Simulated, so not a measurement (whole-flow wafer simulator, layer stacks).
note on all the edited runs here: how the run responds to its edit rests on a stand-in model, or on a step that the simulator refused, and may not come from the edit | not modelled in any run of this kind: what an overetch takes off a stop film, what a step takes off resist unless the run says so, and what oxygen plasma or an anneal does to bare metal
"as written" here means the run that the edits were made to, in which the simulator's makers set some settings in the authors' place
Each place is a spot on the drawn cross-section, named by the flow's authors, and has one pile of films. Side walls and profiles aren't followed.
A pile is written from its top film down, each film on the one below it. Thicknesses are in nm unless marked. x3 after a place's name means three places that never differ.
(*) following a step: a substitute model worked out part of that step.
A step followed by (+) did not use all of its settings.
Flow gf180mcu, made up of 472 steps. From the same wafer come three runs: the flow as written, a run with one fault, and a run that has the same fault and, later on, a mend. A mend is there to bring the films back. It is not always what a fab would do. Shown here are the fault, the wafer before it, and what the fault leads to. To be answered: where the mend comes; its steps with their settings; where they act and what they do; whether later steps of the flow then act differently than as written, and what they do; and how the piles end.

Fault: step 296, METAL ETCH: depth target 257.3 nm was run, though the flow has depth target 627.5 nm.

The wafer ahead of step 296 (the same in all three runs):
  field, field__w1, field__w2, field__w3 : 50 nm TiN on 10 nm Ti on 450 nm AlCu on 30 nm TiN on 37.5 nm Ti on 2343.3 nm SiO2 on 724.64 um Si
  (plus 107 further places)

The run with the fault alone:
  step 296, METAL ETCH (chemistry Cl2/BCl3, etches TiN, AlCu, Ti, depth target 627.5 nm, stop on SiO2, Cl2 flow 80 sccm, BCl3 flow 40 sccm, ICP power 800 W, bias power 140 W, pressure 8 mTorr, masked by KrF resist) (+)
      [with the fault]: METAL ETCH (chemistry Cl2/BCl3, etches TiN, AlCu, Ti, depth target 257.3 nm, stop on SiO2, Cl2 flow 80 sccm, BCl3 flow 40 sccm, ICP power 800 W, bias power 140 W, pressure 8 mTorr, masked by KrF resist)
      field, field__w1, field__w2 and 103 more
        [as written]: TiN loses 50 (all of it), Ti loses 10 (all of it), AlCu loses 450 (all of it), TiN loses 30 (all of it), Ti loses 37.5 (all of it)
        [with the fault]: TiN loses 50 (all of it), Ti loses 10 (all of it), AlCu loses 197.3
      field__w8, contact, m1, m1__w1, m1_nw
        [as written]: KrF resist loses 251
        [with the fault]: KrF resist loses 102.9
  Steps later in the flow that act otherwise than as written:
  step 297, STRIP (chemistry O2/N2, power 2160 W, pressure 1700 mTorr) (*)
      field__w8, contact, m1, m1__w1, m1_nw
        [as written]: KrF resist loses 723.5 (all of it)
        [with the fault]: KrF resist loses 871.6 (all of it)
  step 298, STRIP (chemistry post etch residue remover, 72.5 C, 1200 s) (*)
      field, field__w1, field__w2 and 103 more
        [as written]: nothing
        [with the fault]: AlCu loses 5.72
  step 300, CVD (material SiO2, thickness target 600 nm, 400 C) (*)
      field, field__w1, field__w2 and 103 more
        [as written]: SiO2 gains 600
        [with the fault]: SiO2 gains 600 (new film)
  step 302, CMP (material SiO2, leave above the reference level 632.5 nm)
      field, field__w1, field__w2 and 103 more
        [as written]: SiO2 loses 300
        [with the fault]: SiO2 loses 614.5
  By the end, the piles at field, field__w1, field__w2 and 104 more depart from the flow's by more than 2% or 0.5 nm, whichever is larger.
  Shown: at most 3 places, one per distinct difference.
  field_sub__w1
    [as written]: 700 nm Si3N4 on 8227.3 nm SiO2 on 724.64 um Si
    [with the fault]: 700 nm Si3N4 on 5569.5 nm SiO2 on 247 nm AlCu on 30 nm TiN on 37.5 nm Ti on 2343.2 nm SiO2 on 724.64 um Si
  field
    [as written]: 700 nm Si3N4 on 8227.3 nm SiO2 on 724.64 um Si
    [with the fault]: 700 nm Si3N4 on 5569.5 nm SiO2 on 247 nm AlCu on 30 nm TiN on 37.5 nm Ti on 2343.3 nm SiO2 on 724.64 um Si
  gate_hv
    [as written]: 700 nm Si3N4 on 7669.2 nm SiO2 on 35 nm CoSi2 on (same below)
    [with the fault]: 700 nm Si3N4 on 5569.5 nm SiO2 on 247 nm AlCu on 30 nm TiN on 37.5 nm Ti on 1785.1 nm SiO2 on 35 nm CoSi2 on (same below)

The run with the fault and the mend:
  The mend stands after step 298.
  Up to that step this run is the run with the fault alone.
  step 298a, DEHYDRATE (200 C, 60 s) (the flow's step 289 again)
      does not change any film at any place that is followed
  step 298b, HMDS (120 C, 60 s) (the flow's step 290 again)
      does not change any film at any place that is followed
  step 298c, COAT (KrF resist, thickness 1000 nm) (*) (the flow's step 291 again)
      iso_ptap_pw, iso_ntap_nw, iso_nw_fld and 33 more
        KrF resist gains 1000 (new film)
      field__w5, field__w9, field_sub__w1 and 15 more
        KrF resist gains 1001.7 (new film)
      field__w6, field_sub, p_well and 9 more
        KrF resist gains 1001.8 (new film)
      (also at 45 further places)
  step 298d, SOFTBAKE (KrF resist) (the flow's step 292 again)
      does not change any film at any place that is followed
  step 298e, EXPOSE (photomask Metal2) (the flow's step 293 again)
      does not change any film at any place that is followed
  step 298f, PEB (KrF resist, 135 C, 90 s) (the flow's step 294 again)
      field__w1, field__w2, field__w3 and 60 more
        KrF resist loses 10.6
      iso_ptap_pw, iso_ntap_nw, iso_nw_fld and 33 more
        KrF resist loses 10.5
      field__w8, m1
        KrF resist loses 7.34
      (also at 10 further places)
  step 298g, DEVELOP (thickness 1000 nm, 60 s) (the flow's step 295 again)
      iso_ptap_pw, iso_ntap_nw, iso_nw_fld and 33 more
        KrF resist loses 989.5 (all of it)
      field_sub__w2, field_sub__w4, ld_gate_n and 13 more
        KrF resist loses 991.1 (all of it)
      field__w5, field__w6, field__w9 and 9 more
        KrF resist loses 991.2 (all of it)
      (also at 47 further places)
  step 298h, METAL ETCH (chemistry Cl2/BCl3, etches TiN, AlCu, Ti, depth target 370.2 nm, stop on SiO2, Cl2 flow 80 sccm, BCl3 flow 40 sccm, ICP power 800 W, bias power 140 W, pressure 8 mTorr, masked by KrF resist) (+) (the flow's step 296 again, with other settings)
      field, field__w1, field__w2 and 103 more
        AlCu loses 247 (all of it), TiN loses 30 (all of it), Ti loses 37.5 (all of it)
      field__w8, contact, m1, m1__w1, m1_nw
        KrF resist loses 148.1
  step 298i, STRIP (chemistry O2/N2, power 2160 W, pressure 1700 mTorr) (*) (the flow's step 297 again)
      field__w8
        KrF resist loses 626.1 (all of it)
      contact
        KrF resist loses 624.6 (all of it)
      m1
        KrF resist loses 625.9 (all of it)
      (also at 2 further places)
  step 298j, STRIP (chemistry post etch residue remover, 72.5 C, 1200 s) (*) (the flow's step 298 again)
      field__w8, contact, m1, m1__w1, m1_nw
        TiN loses 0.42
  None of the later steps of the flow differs from how it acts as written, at any place that is followed, by more than 2% or 0.5 nm, whichever is larger.
  The piles end only slightly different from the flow's at the places that both follow, by no more than 2% or 0.5 nm, whichever is larger.
